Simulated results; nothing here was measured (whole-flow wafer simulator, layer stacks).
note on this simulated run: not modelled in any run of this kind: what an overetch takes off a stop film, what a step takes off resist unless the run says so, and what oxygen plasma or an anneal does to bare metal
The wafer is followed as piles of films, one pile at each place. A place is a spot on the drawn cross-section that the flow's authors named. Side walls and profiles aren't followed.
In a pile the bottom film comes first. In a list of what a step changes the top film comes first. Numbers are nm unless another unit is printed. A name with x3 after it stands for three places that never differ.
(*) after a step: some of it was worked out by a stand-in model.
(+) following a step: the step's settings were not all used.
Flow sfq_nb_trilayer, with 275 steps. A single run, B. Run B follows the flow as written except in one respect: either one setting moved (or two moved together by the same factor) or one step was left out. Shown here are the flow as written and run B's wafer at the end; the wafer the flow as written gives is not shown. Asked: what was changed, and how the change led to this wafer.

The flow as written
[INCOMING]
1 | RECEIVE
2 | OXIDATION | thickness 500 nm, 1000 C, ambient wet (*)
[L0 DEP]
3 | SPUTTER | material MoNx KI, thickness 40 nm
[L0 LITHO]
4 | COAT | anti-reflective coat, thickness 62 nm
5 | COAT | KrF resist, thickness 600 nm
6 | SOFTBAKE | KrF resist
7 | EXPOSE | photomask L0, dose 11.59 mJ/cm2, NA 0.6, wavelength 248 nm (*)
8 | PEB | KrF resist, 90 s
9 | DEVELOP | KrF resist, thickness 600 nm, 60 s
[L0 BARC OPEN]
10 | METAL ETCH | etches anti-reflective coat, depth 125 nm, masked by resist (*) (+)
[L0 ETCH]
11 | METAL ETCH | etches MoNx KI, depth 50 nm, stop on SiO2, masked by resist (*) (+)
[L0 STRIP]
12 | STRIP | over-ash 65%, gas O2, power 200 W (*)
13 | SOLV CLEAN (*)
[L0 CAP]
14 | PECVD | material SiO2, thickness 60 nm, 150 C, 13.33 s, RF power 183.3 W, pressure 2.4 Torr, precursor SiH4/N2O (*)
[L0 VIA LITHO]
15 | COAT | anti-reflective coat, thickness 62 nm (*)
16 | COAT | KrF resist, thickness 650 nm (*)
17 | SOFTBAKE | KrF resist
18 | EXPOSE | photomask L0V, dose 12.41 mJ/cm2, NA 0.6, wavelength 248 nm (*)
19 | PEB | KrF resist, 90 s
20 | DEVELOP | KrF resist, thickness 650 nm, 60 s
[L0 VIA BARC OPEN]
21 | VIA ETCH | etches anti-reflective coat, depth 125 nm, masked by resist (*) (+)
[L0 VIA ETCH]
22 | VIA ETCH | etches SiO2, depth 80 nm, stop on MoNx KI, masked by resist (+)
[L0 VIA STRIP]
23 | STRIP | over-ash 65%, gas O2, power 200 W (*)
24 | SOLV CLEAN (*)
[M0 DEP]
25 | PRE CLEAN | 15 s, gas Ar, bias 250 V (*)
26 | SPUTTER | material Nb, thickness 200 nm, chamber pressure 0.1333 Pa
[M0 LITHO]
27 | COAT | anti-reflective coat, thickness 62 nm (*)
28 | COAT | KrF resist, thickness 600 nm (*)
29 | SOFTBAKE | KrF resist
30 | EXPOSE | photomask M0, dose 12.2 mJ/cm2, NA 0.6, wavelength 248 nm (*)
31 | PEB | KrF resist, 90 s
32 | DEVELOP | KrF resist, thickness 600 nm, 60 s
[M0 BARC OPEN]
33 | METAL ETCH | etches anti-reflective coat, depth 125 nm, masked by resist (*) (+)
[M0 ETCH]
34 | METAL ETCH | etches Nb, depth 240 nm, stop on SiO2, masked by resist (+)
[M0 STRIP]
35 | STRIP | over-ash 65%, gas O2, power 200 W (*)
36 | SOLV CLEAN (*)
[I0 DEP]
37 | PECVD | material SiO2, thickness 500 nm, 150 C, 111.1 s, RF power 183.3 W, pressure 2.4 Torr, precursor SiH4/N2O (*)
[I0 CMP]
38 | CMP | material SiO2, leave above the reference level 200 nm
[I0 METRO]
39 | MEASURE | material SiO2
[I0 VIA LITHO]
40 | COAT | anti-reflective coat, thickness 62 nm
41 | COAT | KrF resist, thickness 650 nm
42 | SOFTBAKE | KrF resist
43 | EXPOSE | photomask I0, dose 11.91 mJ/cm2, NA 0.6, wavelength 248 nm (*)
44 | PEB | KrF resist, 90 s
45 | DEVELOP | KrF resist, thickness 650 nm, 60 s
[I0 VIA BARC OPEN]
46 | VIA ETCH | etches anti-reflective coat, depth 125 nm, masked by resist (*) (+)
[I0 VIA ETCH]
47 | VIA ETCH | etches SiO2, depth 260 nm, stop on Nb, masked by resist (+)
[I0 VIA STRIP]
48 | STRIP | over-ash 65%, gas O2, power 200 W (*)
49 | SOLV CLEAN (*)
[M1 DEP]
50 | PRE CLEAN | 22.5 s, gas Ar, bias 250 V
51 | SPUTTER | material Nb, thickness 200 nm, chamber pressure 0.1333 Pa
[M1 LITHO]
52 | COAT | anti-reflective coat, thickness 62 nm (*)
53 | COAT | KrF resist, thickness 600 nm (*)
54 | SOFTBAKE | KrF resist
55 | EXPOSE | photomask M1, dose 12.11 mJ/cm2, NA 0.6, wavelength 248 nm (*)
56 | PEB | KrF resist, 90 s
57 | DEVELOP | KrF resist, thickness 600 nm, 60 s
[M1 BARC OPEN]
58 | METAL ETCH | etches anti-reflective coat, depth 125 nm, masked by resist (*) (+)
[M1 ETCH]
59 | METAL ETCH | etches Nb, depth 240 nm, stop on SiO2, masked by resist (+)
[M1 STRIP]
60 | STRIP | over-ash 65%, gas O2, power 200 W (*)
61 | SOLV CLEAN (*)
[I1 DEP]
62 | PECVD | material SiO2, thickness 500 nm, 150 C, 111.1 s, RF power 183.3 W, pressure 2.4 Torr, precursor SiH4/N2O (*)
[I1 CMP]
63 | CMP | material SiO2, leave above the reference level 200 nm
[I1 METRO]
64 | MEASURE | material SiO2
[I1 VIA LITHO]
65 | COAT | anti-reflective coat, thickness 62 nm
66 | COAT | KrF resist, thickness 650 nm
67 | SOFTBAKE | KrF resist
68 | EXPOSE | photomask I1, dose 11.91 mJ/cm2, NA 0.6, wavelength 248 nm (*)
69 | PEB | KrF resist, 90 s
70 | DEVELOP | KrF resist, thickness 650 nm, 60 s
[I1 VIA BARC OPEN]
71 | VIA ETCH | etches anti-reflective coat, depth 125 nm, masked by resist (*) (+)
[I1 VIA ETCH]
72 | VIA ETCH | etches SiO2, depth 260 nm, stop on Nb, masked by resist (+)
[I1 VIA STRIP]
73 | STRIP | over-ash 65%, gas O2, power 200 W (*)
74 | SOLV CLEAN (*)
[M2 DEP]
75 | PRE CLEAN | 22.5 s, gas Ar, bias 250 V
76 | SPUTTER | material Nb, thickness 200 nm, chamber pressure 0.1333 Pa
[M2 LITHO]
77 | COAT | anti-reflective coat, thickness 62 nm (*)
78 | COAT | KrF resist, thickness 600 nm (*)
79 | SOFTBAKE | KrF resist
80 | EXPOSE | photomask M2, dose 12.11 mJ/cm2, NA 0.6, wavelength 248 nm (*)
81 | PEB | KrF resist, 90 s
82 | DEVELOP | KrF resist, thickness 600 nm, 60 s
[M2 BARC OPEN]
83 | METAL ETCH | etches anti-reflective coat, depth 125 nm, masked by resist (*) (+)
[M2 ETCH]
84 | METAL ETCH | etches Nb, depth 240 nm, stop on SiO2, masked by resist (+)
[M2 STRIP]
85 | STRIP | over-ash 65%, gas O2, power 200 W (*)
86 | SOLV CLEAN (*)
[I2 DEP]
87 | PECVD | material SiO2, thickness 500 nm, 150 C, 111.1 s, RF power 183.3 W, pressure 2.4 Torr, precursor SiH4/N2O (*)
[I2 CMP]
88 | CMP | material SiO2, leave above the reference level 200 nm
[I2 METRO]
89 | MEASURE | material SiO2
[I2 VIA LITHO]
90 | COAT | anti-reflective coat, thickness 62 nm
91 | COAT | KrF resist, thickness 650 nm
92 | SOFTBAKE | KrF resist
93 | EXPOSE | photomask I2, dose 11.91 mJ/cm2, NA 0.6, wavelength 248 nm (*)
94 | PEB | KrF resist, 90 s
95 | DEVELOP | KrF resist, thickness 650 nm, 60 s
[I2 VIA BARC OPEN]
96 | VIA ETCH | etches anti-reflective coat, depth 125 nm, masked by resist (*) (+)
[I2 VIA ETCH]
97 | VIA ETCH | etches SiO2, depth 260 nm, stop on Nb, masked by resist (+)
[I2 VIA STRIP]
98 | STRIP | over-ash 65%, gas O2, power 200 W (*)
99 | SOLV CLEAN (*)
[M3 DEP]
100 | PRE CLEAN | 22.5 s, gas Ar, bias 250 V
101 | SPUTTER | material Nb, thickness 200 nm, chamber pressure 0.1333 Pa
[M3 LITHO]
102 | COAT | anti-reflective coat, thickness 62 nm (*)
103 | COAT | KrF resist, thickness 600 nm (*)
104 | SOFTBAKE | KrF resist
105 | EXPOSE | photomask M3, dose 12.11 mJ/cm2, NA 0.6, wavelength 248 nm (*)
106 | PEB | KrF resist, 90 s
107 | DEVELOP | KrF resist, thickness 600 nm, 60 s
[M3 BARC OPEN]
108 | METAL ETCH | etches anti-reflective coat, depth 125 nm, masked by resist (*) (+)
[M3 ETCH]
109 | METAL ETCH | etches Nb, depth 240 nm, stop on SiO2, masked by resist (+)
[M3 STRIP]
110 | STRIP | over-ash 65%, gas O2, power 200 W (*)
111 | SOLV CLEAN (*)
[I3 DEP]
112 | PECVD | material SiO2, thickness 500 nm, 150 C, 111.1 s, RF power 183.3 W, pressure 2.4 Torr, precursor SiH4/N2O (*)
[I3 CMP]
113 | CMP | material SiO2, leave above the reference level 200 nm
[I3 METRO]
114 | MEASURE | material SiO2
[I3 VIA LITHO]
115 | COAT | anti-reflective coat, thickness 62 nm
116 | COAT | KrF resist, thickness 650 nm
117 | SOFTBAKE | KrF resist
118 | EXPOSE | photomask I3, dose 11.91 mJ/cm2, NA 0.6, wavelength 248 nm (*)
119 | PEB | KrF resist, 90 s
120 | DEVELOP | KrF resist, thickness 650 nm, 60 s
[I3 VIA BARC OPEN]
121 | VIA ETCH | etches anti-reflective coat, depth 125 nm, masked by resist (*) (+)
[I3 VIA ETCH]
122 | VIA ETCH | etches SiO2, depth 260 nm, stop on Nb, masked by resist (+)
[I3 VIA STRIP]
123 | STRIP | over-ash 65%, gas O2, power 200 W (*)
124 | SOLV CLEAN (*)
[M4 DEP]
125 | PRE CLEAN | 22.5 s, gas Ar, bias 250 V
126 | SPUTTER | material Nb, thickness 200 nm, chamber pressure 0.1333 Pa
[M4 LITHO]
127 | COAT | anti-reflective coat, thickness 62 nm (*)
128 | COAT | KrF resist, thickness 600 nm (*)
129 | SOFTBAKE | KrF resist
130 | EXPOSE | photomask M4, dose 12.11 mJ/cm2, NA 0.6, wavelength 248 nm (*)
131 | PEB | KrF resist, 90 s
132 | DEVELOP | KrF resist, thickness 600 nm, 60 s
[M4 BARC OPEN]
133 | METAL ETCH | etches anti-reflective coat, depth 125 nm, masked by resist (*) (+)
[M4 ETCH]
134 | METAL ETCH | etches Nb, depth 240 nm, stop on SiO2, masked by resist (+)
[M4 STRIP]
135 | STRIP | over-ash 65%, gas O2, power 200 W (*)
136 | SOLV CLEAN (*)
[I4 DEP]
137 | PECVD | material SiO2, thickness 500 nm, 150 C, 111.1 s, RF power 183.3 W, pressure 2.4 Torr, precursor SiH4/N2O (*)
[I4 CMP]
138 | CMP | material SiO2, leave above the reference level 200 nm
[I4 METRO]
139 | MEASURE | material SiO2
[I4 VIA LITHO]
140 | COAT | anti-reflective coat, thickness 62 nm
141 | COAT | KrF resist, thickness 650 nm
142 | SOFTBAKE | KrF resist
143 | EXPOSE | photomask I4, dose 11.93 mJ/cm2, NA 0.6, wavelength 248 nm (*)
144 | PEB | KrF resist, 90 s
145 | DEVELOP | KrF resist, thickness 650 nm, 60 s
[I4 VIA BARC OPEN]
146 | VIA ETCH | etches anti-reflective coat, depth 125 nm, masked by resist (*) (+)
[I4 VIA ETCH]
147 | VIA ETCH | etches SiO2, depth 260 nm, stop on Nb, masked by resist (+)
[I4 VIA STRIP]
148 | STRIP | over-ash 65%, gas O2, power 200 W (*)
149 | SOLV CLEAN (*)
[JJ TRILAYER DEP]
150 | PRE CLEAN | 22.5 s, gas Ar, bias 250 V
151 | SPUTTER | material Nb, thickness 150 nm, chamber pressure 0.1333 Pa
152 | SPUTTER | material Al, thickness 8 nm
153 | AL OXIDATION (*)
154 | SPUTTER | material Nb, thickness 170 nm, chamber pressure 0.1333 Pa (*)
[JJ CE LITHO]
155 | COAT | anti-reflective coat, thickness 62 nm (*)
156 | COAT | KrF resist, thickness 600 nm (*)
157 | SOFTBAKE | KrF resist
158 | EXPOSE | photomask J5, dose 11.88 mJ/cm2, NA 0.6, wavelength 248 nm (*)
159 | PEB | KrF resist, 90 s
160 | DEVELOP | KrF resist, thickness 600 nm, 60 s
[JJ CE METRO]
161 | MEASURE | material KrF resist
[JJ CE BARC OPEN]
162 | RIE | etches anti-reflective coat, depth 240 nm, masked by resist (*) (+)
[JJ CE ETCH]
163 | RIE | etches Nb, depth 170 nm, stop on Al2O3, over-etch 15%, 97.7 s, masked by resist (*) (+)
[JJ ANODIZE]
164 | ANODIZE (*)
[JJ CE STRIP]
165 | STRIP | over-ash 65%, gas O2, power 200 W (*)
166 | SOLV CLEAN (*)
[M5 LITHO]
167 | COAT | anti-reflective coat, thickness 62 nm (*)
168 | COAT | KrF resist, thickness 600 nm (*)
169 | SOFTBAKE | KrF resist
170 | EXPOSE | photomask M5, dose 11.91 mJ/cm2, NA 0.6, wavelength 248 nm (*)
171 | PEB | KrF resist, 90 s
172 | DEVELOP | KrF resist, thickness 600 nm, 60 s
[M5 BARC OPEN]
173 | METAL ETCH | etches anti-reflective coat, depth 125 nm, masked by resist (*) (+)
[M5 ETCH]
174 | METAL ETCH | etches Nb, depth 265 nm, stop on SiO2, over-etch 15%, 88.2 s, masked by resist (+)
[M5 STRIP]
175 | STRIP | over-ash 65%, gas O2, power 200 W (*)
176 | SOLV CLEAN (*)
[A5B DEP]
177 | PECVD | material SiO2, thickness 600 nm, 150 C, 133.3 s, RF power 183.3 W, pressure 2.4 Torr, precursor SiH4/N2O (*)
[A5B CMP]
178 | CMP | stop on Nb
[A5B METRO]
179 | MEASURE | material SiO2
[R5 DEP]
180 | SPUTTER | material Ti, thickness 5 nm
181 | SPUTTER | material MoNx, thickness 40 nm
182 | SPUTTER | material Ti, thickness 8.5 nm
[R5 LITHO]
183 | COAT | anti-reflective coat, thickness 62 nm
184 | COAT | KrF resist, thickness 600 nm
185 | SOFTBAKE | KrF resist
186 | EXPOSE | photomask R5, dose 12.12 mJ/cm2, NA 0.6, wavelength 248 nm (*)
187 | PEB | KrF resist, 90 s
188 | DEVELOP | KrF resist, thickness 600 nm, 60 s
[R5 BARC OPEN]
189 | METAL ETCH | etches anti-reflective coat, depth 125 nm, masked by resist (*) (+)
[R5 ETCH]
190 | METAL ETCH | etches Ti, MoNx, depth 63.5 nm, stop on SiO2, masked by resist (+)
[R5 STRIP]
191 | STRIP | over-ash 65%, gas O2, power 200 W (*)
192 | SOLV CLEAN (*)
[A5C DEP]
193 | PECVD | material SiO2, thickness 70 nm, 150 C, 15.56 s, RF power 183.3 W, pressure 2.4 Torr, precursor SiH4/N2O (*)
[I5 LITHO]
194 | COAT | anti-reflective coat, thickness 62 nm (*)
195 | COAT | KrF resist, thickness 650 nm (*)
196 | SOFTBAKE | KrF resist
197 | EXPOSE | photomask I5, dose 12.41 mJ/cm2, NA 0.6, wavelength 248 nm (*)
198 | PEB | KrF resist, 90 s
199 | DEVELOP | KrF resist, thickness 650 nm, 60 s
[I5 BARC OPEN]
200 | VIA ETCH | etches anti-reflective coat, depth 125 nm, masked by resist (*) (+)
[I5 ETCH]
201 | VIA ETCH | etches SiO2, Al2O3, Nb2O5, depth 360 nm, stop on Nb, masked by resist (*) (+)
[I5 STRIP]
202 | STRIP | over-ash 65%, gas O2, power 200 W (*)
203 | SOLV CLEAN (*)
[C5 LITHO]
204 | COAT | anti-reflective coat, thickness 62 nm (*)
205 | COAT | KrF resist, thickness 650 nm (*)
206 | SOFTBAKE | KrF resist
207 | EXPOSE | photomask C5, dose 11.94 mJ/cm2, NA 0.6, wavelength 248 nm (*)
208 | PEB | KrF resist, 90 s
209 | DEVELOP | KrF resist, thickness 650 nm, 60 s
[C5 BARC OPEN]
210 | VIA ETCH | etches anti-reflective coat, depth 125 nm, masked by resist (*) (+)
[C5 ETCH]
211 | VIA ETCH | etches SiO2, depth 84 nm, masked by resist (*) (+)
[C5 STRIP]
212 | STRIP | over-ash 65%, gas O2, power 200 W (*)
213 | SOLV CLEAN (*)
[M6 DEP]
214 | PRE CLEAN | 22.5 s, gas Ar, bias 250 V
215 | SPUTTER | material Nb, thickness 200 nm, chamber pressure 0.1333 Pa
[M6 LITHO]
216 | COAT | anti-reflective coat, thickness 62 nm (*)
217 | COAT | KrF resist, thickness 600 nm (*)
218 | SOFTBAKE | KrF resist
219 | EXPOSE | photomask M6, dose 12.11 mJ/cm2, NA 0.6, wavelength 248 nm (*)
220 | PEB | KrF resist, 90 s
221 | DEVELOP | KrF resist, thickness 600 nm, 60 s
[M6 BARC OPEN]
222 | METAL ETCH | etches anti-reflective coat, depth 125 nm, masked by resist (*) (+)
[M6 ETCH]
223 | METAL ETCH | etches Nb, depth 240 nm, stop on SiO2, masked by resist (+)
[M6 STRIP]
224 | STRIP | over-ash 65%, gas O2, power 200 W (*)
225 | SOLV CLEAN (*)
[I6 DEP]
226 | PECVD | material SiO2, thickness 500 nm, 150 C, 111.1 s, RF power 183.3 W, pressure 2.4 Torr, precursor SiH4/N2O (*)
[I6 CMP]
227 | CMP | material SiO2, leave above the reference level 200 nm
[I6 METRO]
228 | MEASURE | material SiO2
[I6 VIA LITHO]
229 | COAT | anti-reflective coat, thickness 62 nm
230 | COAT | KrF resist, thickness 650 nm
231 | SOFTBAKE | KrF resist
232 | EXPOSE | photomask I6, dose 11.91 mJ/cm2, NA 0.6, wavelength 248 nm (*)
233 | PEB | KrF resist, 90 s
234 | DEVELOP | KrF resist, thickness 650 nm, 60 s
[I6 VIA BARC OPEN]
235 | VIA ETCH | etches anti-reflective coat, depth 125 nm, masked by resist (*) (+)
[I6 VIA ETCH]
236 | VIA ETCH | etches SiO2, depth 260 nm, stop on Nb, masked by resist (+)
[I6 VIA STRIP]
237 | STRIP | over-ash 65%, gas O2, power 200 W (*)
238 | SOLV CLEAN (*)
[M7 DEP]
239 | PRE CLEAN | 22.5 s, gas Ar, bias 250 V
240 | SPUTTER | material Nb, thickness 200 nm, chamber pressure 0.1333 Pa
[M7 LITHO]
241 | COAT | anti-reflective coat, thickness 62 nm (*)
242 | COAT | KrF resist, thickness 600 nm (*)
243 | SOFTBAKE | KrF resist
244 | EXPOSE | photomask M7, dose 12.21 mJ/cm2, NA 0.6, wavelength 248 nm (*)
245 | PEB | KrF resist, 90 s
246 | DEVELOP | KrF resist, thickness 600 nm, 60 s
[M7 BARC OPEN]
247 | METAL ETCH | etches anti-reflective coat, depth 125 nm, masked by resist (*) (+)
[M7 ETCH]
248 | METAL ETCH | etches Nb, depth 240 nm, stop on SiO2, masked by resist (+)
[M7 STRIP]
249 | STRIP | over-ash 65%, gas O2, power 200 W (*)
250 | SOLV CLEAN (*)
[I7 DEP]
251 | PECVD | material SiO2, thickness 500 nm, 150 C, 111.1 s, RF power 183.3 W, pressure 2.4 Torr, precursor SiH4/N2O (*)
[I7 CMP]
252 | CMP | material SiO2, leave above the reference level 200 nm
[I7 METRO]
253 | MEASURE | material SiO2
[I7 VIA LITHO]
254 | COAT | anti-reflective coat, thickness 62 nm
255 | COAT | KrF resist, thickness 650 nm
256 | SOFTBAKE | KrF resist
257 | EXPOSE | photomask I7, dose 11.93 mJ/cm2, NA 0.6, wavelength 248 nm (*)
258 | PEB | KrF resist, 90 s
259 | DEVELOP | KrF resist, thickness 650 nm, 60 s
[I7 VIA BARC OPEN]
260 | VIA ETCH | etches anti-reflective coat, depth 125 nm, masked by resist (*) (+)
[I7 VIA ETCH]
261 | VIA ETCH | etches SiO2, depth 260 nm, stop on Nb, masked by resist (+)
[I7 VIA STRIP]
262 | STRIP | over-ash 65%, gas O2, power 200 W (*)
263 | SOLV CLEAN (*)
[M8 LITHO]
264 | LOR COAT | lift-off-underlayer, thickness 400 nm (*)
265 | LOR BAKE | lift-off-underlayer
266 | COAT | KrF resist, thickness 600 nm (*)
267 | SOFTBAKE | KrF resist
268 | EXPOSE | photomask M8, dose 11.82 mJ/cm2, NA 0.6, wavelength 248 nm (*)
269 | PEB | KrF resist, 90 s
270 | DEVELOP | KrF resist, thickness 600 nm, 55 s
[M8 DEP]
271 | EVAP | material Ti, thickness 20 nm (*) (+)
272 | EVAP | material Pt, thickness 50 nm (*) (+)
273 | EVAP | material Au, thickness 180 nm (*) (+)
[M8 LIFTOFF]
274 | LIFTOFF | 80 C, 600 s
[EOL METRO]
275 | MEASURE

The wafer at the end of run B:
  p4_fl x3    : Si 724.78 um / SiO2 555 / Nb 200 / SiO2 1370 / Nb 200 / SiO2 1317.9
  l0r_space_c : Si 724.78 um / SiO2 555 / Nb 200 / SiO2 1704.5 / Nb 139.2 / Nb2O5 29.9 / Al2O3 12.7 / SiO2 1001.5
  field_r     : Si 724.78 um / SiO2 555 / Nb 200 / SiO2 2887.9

What caused this: step 138, CMP: leave above the reference level 142 nm was run, whereas the flow has leave above the reference level 200 nm.

The path from the change to this, step by step:
  138 | CMP | material SiO2, leave above the reference level 200 nm
      field_l, be, be_sur and 55 more: SiO2 loses 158 (it would be, as written: SiO2 loses 100)
      v_sur, via_wl, via_w and 35 more: SiO2 loses 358 (it would be, as written: SiO2 loses 300)
      (and at 10 other places as well)
  147 | VIA ETCH | etches SiO2, depth 260 nm, stop on Nb, masked by resist (+)
      field_l, v_sur, via_sp and 100 more: KrF resist loses 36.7 (it would be, as written: KrF resist loses 44.8)
      via_wl, via_w, via_wr: SiO2 loses 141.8 (all of it) (it would be, as written: SiO2 loses 199.8 (all of it))
  151 | SPUTTER | material Nb, thickness 150 nm, chamber pressure 0.1333 Pa
      via_wl, via_w, via_wr: Nb gains 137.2 (it would be, as written: Nb gains 130.4)
  154 | SPUTTER | material Nb, thickness 170 nm, chamber pressure 0.1333 Pa (*)
      via_wl, via_wr: Nb gains 119.9 (new film) (it would be, as written: Nb gains 140.7 (new film))
      via_w: Nb gains 164.1 (new film) (it would be, as written: Nb gains 141 (new film))
  155 | COAT | anti-reflective coat, thickness 62 nm (*)
      via_wl, via_wr: anti-reflective coat gains 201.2 (new film) (it would be, as written: anti-reflective coat gains 209.4 (new film))
      v_sur: anti-reflective coat gains 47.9 (new film) (it would be, as written: anti-reflective coat gains 45.1 (new film))
      (and at 2 other places as well)
  156 | COAT | KrF resist, thickness 600 nm (*)
      via_wl: KrF resist gains 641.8 (new film) (it would be, as written: KrF resist gains 663 (new film))
      via_w: KrF resist gains 697.5 (new film) (it would be, as written: KrF resist gains 763.8 (new film))
      (and at 1 other place as well)
  160 | DEVELOP | KrF resist, thickness 600 nm, 60 s
      via_wl: KrF resist loses 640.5 (all of it) (it would be, as written: KrF resist loses 661.6 (all of it))
      via_w: KrF resist loses 696 (all of it) (it would be, as written: KrF resist loses 762.1 (all of it))
      (and at 1 other place as well)
  162 | RIE | etches anti-reflective coat, depth 240 nm, masked by resist (*) (+)
      ce_l, c5j, ce_r, wl_jj: KrF resist loses 201.2 (it would be, as written: KrF resist loses 209.4)
      via_wl, via_wr: anti-reflective coat loses 201.2 (all of it) (it would be, as written: anti-reflective coat loses 209.4 (all of it))
      (and at 3 other places as well)
  163 | RIE | etches Nb, depth 170 nm, stop on Al2O3, over-etch 15%, 97.7 s, masked by resist (*) (+)
      via_w: Nb loses 164.1 (all of it), Al2O3 loses 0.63 (it would be, as written: Nb loses 141 (all of it), Al2O3 loses 0.96 (all of it))
      via_wl, via_wr: Nb loses 119.9 (all of it), Al2O3 loses 0.96 (all of it) (it would be, as written: Nb loses 140.7 (all of it), Al2O3 loses 0.96 (all of it))
  164 | ANODIZE (*)
      via_w: Al2O3 gains 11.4, Nb2O5 gains 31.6 (new film), Al loses 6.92 (all of it), Nb loses 11.4 (it would be, as written: Al2O3 gains 10.8 (new film), Nb2O5 gains 33.3 (new film), Al loses 6.54 (all of it), Nb loses 12)
  165 | STRIP | over-ash 65%, gas O2, power 200 W (*)
      ce_l: KrF resist loses 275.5 (all of it), anti-reflective coat loses 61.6 (all of it) (it would be, as written: KrF resist loses 266.8 (all of it), anti-reflective coat loses 61.4 (all of it))
      c5j: KrF resist loses 275.5 (all of it), anti-reflective coat loses 61.7 (all of it) (it would be, as written: KrF resist loses 266.9 (all of it), anti-reflective coat loses 61.5 (all of it))
      (and at 2 other places as well)
  167 | COAT | anti-reflective coat, thickness 62 nm (*)
      via_wl: anti-reflective coat gains 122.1 (new film) (it would be, as written: anti-reflective coat gains 170.5 (new film))
      via_w: anti-reflective coat gains 74.9 (new film) (it would be, as written: anti-reflective coat gains 84.1 (new film))
      (and at 1 other place as well)
  168 | COAT | KrF resist, thickness 600 nm (*)
      via_w: KrF resist gains 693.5 (new film) (it would be, as written: KrF resist gains 732.6 (new film))
  175 | STRIP | over-ash 65%, gas O2, power 200 W (*)
      v_sur: KrF resist loses 359 (all of it), anti-reflective coat loses 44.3 (all of it) (it would be, as written: KrF resist loses 349.2 (all of it), anti-reflective coat loses 44.9 (all of it))
      via_wl: KrF resist loses 423.9 (all of it), anti-reflective coat loses 122.1 (all of it) (it would be, as written: KrF resist loses 427 (all of it), anti-reflective coat loses 170.5 (all of it))
      (and at 2 other places as well)
  178 | CMP | stop on Nb
      via_wl, via_wr: SiO2 loses 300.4 (it would be, as written: SiO2 loses 235.7)
      via_w: SiO2 loses 299.8 (it would be, as written: SiO2 loses 235.2)
